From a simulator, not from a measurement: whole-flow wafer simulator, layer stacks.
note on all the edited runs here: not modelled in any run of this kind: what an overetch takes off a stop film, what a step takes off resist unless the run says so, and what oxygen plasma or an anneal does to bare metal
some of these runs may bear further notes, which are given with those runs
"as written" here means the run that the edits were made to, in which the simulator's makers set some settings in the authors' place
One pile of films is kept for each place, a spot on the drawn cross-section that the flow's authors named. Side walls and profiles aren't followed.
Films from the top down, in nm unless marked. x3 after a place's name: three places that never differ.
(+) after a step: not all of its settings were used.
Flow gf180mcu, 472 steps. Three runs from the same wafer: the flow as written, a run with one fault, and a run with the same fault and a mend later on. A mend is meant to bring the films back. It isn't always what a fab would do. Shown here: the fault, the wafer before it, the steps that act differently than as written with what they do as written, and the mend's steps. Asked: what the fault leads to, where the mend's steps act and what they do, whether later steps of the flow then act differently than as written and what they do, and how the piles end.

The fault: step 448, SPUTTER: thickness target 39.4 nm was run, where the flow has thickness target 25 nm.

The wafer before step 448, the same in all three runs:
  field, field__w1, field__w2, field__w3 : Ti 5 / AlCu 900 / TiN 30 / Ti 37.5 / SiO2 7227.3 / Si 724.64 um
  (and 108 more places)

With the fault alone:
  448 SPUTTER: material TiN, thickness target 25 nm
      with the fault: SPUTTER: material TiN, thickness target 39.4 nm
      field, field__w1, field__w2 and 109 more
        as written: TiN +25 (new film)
        with the fault: TiN +39.4 (new film)
  Later steps of the flow that act differently than as written (4 more steps differ only slightly, by at most 2% or 0.5 nm, whichever is larger, and aren't shown):
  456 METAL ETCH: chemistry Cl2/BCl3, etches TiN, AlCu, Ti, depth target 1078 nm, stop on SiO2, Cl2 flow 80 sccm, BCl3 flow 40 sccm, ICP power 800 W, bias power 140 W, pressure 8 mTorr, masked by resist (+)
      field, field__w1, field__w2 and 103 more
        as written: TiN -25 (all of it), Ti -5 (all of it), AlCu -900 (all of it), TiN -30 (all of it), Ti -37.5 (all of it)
        with the fault: TiN -39.4 (all of it), Ti -5 (all of it), AlCu -900 (all of it), TiN -30 (all of it), Ti -37.5 (all of it)
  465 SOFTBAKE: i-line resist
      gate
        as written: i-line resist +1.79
        with the fault: i-line resist -0.23
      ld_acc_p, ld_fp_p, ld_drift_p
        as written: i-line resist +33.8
        with the fault: i-line resist +27.5
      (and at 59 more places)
  At the end the piles differ from the flow's by more than 2% or 0.5 nm, whichever is larger, at field__w8, contact, m1, m1__w1, pad, m1_nw.
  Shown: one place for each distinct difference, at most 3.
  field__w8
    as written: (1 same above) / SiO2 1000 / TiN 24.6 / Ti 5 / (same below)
    with the fault: (1 same above) / SiO2 1000 / TiN 39 / Ti 5 / (same below)
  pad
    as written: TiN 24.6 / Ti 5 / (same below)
    with the fault: TiN 39 / Ti 5 / (same below)

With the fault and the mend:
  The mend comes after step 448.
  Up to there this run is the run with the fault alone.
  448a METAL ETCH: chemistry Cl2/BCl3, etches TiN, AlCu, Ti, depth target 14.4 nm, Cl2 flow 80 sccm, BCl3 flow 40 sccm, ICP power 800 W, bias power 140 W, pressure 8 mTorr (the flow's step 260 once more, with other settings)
      field, field__w1, field__w2 and 109 more
        TiN -14.4
  No later step of the flow acts differently than as written at any place that is followed.
  At the end the piles are the same as the flow's at every place that both follow.
